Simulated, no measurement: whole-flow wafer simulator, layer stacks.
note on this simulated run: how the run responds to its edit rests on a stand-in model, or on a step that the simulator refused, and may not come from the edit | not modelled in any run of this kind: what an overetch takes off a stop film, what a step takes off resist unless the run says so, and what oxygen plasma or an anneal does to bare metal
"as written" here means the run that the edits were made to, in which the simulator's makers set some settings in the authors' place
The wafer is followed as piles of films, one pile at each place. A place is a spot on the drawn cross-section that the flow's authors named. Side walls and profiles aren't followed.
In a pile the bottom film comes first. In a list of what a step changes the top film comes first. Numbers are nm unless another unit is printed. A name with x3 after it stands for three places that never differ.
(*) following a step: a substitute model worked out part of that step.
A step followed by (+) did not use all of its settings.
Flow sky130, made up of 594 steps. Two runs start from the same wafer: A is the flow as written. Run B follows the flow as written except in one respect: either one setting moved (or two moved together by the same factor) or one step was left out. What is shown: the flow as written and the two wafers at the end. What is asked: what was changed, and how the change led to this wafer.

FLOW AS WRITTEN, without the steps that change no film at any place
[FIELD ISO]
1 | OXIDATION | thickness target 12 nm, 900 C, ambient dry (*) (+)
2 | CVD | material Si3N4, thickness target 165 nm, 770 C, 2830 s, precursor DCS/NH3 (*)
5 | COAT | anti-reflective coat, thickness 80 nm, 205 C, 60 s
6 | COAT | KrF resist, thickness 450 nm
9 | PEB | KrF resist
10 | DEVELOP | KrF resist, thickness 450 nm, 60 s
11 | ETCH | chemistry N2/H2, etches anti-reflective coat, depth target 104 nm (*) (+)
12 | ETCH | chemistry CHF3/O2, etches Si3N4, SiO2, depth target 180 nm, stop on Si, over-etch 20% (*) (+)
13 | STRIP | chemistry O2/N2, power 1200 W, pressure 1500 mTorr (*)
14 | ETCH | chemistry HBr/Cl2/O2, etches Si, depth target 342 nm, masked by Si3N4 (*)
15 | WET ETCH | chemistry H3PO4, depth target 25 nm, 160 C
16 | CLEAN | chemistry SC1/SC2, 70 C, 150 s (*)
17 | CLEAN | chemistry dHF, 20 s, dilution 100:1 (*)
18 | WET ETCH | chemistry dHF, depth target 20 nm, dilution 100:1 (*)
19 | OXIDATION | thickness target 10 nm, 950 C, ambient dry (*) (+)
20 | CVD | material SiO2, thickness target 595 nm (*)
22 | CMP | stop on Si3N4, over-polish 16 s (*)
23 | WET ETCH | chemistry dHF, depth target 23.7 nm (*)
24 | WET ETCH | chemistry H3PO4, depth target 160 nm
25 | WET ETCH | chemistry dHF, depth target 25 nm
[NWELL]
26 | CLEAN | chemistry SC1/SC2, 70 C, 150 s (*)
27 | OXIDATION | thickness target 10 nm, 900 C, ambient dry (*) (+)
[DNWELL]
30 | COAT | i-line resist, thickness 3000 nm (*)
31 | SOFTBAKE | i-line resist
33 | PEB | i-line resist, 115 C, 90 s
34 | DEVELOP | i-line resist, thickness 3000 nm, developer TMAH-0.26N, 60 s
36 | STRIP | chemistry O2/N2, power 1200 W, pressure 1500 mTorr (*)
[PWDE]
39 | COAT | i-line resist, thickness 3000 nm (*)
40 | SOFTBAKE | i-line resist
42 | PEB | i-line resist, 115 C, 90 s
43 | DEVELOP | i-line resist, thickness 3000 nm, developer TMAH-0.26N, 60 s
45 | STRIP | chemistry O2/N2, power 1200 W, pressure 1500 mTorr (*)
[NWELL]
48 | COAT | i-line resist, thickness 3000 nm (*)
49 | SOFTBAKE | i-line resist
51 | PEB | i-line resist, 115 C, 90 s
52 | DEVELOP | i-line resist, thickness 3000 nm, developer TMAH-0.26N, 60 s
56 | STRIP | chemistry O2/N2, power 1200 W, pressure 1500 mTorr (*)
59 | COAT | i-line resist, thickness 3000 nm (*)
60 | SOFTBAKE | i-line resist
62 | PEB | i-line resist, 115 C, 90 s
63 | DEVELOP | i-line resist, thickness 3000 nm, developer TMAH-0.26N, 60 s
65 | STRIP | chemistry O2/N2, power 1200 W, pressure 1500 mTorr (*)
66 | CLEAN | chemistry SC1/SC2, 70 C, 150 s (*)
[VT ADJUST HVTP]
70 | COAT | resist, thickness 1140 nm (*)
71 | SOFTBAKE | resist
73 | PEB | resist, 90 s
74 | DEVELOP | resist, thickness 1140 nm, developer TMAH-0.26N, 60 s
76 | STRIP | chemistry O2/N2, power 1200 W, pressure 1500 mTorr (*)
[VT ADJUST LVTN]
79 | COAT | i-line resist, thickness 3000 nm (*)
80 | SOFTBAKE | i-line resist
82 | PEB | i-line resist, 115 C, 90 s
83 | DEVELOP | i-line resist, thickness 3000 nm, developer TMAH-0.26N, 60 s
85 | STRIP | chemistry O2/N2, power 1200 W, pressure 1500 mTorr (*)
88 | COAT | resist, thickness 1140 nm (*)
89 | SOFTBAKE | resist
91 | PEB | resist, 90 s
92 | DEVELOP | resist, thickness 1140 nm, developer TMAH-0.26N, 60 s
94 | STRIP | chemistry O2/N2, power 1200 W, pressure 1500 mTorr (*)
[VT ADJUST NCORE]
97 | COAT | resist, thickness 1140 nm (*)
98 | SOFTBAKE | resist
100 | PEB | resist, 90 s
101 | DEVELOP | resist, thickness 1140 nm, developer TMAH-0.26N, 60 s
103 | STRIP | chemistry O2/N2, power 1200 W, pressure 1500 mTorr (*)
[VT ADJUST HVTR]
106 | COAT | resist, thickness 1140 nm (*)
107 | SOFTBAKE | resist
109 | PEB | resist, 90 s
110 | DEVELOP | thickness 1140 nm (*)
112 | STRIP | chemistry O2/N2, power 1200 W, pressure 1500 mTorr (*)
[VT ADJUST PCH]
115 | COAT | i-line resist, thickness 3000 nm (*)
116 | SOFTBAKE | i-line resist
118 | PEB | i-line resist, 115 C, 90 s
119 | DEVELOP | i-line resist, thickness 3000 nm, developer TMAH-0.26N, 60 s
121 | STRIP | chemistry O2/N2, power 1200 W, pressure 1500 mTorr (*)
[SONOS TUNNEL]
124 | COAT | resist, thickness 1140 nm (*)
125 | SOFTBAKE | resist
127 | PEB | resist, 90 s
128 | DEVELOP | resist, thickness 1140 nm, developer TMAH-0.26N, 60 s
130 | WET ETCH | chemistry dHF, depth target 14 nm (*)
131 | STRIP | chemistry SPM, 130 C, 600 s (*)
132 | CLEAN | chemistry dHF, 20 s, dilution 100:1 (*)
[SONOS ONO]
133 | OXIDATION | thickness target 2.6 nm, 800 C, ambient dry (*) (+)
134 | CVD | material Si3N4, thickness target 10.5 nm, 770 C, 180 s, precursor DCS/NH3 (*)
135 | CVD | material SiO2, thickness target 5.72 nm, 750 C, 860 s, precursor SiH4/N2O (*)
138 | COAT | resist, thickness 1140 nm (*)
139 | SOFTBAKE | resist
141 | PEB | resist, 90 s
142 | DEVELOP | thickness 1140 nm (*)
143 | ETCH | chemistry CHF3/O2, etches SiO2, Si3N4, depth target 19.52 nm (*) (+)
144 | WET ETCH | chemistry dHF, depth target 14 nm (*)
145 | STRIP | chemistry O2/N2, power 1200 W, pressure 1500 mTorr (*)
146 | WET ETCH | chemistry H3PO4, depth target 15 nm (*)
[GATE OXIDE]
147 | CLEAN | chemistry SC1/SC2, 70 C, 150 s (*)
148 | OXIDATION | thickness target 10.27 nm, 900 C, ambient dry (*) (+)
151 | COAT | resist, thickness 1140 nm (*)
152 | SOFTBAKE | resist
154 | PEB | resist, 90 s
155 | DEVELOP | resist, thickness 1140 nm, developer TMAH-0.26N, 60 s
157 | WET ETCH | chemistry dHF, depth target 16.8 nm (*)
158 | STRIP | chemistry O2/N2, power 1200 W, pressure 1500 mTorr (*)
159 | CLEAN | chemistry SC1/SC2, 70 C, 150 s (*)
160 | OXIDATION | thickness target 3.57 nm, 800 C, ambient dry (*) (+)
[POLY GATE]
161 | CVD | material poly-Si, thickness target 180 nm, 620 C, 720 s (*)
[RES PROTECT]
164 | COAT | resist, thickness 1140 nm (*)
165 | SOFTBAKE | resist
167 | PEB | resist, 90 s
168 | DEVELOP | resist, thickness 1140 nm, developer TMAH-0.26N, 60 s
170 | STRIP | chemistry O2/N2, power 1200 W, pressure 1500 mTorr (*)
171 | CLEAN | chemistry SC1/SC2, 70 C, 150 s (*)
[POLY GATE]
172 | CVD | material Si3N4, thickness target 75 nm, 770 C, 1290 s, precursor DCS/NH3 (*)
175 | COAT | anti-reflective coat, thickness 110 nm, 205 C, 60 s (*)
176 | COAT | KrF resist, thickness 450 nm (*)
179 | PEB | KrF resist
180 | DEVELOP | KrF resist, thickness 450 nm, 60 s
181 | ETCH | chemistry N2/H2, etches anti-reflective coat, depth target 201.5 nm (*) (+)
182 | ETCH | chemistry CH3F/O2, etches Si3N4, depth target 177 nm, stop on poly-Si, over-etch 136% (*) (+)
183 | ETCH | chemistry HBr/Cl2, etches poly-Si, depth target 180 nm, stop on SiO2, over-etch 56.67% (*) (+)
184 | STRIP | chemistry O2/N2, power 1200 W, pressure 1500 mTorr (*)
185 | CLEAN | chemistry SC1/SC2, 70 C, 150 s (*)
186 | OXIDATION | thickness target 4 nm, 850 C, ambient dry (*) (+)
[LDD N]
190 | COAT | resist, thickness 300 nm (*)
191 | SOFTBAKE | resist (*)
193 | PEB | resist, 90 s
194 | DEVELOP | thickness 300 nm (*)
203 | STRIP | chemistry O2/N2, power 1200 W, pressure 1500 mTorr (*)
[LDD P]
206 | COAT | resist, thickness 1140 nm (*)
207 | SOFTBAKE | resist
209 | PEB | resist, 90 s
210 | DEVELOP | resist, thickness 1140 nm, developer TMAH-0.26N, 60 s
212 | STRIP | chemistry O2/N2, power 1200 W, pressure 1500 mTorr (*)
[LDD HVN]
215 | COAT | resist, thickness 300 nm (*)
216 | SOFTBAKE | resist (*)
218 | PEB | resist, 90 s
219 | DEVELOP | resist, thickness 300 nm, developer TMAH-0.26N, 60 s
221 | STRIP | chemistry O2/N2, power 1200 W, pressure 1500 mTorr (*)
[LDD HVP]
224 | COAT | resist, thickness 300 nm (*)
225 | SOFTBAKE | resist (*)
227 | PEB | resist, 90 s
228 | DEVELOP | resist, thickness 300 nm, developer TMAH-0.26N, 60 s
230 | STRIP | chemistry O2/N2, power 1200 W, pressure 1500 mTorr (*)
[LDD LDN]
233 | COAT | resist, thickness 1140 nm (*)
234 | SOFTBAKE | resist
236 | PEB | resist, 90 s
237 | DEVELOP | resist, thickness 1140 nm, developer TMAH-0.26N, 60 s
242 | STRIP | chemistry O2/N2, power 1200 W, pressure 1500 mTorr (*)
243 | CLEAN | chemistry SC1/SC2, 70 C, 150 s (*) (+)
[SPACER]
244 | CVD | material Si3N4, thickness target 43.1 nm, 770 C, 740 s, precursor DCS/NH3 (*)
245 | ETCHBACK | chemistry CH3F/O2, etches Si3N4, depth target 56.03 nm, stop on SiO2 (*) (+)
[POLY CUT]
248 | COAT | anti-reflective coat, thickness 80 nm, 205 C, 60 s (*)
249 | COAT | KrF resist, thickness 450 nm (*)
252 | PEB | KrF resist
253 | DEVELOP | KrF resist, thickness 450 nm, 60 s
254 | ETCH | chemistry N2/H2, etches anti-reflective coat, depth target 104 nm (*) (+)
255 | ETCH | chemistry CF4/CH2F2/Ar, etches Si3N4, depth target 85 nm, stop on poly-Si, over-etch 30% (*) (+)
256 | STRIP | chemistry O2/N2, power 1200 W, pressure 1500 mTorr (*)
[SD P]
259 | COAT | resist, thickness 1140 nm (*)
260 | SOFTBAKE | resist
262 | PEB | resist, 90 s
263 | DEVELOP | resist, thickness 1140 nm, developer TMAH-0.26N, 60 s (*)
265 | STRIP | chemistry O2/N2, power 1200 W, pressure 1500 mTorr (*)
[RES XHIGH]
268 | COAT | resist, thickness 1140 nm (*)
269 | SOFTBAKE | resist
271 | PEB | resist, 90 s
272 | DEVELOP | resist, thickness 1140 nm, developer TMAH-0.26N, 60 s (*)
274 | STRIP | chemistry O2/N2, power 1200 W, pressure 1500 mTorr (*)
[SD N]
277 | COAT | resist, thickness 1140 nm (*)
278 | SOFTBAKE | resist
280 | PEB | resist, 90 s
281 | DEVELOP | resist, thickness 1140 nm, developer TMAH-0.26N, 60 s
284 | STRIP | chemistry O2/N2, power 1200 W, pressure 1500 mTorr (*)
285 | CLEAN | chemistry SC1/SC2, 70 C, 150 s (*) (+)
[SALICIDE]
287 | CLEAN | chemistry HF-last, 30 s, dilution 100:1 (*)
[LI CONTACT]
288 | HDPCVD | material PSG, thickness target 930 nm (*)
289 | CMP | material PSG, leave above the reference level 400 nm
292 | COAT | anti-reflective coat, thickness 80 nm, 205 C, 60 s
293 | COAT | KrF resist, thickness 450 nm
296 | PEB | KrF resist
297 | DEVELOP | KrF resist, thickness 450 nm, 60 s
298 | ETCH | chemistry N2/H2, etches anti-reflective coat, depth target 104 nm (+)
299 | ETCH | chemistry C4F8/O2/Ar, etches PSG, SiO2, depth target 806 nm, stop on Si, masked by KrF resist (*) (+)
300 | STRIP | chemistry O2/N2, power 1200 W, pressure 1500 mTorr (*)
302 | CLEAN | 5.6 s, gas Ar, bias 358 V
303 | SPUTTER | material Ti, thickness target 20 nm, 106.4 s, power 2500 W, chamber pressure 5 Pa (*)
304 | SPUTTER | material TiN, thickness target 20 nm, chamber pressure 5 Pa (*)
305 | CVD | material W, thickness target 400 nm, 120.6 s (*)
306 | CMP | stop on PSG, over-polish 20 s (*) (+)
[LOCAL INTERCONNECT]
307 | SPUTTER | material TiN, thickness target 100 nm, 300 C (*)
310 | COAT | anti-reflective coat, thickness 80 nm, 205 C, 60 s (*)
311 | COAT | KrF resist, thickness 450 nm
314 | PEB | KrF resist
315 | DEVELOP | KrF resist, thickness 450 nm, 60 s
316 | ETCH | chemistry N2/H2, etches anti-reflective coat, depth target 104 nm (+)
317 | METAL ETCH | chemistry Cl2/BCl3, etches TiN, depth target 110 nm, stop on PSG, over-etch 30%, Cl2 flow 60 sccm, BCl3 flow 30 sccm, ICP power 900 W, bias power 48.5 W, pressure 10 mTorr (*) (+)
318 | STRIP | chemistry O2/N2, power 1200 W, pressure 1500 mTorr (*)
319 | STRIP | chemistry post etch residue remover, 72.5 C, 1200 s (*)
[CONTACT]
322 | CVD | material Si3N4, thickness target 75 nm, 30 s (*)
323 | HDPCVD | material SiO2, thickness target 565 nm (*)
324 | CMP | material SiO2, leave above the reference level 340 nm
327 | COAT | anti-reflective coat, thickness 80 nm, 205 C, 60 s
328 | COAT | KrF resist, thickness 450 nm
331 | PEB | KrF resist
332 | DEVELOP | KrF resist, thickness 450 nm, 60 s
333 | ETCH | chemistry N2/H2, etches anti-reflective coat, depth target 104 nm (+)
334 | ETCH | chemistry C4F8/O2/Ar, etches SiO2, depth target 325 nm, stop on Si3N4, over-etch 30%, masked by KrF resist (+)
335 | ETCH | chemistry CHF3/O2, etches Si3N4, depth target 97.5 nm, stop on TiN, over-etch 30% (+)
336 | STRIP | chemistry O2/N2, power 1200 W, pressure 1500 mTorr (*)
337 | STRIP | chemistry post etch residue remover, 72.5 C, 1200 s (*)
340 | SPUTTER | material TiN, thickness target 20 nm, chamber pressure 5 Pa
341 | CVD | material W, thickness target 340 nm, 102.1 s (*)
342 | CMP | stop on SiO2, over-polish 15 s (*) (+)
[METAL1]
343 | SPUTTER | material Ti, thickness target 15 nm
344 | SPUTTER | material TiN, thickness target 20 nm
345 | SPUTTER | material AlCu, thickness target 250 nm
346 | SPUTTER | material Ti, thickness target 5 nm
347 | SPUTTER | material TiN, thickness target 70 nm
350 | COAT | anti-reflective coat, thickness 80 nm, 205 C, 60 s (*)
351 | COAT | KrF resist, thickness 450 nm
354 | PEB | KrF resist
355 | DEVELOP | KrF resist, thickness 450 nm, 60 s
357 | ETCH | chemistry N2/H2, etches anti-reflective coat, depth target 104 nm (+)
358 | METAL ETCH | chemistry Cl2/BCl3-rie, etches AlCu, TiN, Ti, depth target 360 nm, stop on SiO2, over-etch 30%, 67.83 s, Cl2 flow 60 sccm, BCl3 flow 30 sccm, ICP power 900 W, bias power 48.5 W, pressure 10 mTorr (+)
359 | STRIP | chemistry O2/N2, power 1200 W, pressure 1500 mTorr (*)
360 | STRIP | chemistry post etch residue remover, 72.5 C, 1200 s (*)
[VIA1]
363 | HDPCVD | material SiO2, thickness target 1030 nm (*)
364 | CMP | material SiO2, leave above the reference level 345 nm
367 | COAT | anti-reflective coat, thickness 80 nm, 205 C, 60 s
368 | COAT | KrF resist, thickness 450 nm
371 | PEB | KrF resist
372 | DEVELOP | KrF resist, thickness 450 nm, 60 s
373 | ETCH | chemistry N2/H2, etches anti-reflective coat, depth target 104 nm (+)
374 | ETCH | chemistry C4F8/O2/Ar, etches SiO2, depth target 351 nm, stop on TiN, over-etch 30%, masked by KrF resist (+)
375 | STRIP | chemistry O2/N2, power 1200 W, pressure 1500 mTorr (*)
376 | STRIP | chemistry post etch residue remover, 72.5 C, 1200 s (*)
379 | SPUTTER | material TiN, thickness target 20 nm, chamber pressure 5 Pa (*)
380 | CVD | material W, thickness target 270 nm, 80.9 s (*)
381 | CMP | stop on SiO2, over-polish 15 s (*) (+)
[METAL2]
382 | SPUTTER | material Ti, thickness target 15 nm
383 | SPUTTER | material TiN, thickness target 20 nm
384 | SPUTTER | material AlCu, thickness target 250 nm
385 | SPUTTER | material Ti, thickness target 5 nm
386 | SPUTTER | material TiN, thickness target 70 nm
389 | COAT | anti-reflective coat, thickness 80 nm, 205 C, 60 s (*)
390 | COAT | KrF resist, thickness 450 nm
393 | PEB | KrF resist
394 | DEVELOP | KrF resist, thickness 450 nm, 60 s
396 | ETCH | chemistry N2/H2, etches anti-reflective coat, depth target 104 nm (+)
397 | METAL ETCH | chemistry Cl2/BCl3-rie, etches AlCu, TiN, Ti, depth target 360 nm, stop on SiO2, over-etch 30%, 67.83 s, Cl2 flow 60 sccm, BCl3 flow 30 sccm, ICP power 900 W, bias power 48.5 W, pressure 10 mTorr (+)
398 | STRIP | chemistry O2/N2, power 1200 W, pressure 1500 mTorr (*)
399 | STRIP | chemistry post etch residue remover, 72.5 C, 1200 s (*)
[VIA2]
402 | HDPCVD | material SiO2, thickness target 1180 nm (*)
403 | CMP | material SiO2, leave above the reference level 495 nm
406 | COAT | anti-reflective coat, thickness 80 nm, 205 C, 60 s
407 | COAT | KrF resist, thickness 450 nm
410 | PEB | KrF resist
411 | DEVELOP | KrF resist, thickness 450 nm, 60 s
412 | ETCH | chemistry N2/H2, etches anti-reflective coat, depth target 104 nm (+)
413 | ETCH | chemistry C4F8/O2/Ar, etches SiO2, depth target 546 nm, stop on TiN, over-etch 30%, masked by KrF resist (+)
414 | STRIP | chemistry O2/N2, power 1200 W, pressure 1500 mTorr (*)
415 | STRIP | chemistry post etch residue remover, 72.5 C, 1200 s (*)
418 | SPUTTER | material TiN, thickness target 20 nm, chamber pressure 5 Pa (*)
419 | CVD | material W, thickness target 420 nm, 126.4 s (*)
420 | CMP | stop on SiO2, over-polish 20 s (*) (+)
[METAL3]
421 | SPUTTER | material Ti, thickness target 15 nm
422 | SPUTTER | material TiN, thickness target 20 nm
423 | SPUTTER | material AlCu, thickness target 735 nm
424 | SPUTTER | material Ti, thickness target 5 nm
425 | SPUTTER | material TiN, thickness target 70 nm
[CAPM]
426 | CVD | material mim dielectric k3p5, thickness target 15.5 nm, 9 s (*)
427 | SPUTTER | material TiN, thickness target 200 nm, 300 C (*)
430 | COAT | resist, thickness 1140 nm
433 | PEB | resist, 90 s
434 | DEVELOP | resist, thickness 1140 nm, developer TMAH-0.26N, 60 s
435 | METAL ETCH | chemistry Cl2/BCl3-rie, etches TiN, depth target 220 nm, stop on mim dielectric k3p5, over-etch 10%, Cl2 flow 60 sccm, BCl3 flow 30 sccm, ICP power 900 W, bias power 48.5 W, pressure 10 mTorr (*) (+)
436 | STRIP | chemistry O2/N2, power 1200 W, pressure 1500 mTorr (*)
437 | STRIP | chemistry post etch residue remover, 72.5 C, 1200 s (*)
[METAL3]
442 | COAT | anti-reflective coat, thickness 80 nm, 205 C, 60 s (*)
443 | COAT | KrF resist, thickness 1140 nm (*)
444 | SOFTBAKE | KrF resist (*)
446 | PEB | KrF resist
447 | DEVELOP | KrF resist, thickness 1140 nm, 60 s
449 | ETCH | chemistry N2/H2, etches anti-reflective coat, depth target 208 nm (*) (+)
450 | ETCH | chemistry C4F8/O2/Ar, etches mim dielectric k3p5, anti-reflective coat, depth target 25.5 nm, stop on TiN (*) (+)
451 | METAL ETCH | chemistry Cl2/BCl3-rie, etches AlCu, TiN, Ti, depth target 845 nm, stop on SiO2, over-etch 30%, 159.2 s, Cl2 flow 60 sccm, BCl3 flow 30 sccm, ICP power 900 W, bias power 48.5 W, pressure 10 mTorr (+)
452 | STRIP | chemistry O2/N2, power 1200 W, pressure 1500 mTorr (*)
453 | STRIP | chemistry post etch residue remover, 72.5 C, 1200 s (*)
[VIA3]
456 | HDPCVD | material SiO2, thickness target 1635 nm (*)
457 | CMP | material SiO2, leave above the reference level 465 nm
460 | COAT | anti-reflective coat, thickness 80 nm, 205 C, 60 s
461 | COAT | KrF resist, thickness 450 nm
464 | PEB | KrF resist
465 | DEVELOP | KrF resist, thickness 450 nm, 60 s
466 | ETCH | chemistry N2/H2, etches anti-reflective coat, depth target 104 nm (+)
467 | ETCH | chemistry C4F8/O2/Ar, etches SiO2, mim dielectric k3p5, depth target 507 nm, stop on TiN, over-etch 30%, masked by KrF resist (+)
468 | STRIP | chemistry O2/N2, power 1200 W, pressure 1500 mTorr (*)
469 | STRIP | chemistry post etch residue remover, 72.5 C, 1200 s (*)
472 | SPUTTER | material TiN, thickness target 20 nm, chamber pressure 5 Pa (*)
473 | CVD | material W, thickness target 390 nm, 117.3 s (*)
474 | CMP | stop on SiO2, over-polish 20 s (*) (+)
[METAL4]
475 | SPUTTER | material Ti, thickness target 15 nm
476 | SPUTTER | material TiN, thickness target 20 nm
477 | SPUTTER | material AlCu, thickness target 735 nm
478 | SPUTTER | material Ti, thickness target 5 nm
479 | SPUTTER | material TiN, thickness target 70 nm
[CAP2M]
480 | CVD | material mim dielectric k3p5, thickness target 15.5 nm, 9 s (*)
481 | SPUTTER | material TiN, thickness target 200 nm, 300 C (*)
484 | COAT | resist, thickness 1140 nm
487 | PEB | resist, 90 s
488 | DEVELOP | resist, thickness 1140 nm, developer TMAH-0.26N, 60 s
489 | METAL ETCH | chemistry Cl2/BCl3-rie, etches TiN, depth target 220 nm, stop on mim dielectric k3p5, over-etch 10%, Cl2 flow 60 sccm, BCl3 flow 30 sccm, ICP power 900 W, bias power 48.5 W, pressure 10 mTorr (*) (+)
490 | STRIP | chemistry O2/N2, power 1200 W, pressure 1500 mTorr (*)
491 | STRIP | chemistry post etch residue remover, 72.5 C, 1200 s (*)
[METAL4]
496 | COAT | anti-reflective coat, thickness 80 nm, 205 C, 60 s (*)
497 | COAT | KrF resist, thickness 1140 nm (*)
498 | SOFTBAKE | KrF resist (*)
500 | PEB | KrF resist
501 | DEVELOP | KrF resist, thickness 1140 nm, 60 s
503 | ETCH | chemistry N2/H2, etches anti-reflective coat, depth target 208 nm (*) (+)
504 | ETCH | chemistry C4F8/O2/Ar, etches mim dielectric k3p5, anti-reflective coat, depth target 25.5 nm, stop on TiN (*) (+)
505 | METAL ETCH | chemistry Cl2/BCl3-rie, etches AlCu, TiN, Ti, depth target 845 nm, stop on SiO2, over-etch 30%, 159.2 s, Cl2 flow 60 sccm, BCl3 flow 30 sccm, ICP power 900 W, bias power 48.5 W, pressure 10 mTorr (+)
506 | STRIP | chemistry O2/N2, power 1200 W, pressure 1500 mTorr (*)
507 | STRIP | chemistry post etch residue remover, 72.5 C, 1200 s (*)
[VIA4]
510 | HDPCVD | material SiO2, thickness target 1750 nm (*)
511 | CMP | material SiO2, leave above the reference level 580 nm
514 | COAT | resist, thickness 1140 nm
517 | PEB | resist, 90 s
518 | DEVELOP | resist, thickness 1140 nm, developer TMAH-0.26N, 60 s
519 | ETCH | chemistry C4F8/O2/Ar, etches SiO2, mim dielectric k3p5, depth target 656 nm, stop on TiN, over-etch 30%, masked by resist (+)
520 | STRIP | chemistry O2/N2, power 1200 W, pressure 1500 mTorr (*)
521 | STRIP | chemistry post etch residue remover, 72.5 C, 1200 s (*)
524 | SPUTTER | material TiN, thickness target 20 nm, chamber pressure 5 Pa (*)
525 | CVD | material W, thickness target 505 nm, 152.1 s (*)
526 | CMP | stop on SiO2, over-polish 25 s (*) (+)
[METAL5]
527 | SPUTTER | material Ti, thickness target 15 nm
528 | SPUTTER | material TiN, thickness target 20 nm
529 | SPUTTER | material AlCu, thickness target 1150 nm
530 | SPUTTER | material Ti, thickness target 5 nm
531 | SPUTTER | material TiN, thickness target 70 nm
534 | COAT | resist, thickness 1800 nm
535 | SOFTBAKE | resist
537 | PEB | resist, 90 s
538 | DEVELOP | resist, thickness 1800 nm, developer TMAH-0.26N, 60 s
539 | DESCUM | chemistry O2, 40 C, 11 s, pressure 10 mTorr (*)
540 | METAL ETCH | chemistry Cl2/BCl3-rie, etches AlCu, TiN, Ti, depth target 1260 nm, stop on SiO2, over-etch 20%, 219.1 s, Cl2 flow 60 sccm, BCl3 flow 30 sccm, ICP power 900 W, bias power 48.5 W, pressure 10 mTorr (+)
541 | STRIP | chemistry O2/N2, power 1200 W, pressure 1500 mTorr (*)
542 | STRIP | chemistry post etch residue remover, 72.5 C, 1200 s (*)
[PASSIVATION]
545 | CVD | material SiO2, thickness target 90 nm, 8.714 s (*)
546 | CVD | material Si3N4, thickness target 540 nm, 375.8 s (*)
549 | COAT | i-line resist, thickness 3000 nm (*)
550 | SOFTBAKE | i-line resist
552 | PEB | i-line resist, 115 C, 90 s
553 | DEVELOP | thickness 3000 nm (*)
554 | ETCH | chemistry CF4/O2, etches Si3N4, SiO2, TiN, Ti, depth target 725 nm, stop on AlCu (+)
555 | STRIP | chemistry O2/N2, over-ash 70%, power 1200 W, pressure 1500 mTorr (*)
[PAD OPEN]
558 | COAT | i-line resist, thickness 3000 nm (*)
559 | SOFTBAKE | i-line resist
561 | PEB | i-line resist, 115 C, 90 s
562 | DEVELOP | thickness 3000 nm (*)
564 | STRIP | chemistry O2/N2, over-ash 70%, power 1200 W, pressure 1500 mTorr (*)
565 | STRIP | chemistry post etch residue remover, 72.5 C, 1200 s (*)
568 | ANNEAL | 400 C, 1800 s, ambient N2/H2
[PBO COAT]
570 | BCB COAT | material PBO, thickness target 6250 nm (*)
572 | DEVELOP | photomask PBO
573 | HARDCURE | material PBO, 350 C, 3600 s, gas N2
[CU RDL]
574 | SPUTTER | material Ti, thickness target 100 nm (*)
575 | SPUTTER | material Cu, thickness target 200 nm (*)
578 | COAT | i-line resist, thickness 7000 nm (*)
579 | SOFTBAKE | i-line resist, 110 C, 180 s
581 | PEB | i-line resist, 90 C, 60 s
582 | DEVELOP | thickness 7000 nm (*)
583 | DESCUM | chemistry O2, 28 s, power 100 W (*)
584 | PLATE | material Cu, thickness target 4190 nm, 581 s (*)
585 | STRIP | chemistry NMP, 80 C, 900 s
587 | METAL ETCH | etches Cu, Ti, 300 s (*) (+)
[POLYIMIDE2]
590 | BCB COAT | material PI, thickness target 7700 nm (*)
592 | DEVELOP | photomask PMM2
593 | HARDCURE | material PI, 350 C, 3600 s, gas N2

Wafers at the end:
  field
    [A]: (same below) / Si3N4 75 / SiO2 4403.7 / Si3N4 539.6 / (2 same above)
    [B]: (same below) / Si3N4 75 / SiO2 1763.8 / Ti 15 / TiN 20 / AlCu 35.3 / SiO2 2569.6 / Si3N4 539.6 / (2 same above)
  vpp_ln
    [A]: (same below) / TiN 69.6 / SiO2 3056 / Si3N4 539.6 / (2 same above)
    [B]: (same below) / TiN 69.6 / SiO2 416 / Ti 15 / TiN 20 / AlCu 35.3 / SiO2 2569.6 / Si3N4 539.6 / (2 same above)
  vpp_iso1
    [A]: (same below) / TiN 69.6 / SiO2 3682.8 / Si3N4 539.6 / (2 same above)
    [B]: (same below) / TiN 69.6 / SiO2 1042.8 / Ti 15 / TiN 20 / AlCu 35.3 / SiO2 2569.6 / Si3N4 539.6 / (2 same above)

Cause: step 451, METAL ETCH: depth target 591.5 nm was run, though the flow has depth target 845 nm.

The path from the change to this, step by step:
  451 | METAL ETCH | chemistry Cl2/BCl3-rie, etches AlCu, TiN, Ti, depth target 845 nm, stop on SiO2, over-etch 30%, 159.2 s, Cl2 flow 60 sccm, BCl3 flow 30 sccm, ICP power 900 W, bias power 48.5 W, pressure 10 mTorr (+)
      field, active, gate and 69 more: A TiN loses 70 (all of it), Ti loses 5 (all of it), AlCu loses 735 (all of it), TiN loses 20 (all of it), Ti loses 15 (all of it), SiO2 loses 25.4 | B TiN loses 70 (all of it), Ti loses 5 (all of it), AlCu loses 694
      vpp_ln, vpp_iso2, ndiff_ln and 10 more: A TiN loses 70 (all of it), Ti loses 5 (all of it), AlCu loses 735 (all of it), TiN loses 20 (all of it), Ti loses 15 (all of it), SiO2 loses 25.3 | B TiN loses 70 (all of it), Ti loses 5 (all of it), AlCu loses 694
      (and at 107 other places as well)
  452 | STRIP | chemistry O2/N2, power 1200 W, pressure 1500 mTorr (*)
      n_well, p_well, gate_hv and 80 more: A KrF resist loses 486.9 (all of it), anti-reflective coat loses 80 (all of it) | B KrF resist loses 651.7 (all of it), anti-reflective coat loses 80 (all of it)
      m1, via2_hole: A KrF resist loses 487 (all of it), anti-reflective coat loses 80.5 (all of it) | B KrF resist loses 651.8 (all of it), anti-reflective coat loses 80.5 (all of it)
      (and at 22 other places as well)
  453 | STRIP | chemistry post etch residue remover, 72.5 C, 1200 s (*)
      field, active, gate and 82 more: A nothing | B AlCu loses 5.72
  456 | HDPCVD | material SiO2, thickness target 1635 nm (*)
      field, active, gate and 82 more: A SiO2 gains 1635 | B SiO2 gains 1635 (new film)
  457 | CMP | material SiO2, leave above the reference level 465 nm
      field, active, gate and 82 more: A SiO2 loses 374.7 | B SiO2 loses 470.3
With metal films that touch counted as one body, field has 1 body; the flow as written gives 0 bodies.
With metal films that touch counted as one body, vpp_ln has 3 bodies (between them, from the top down: SiO2 416; SiO2 267.2); the flow as written gives 2 bodies (between them, from the top down: SiO2 267.2).
With metal films that touch counted as one body, vpp_iso1 has 2 bodies (between them, from the top down: SiO2 1042.8); the flow as written gives 1 body.
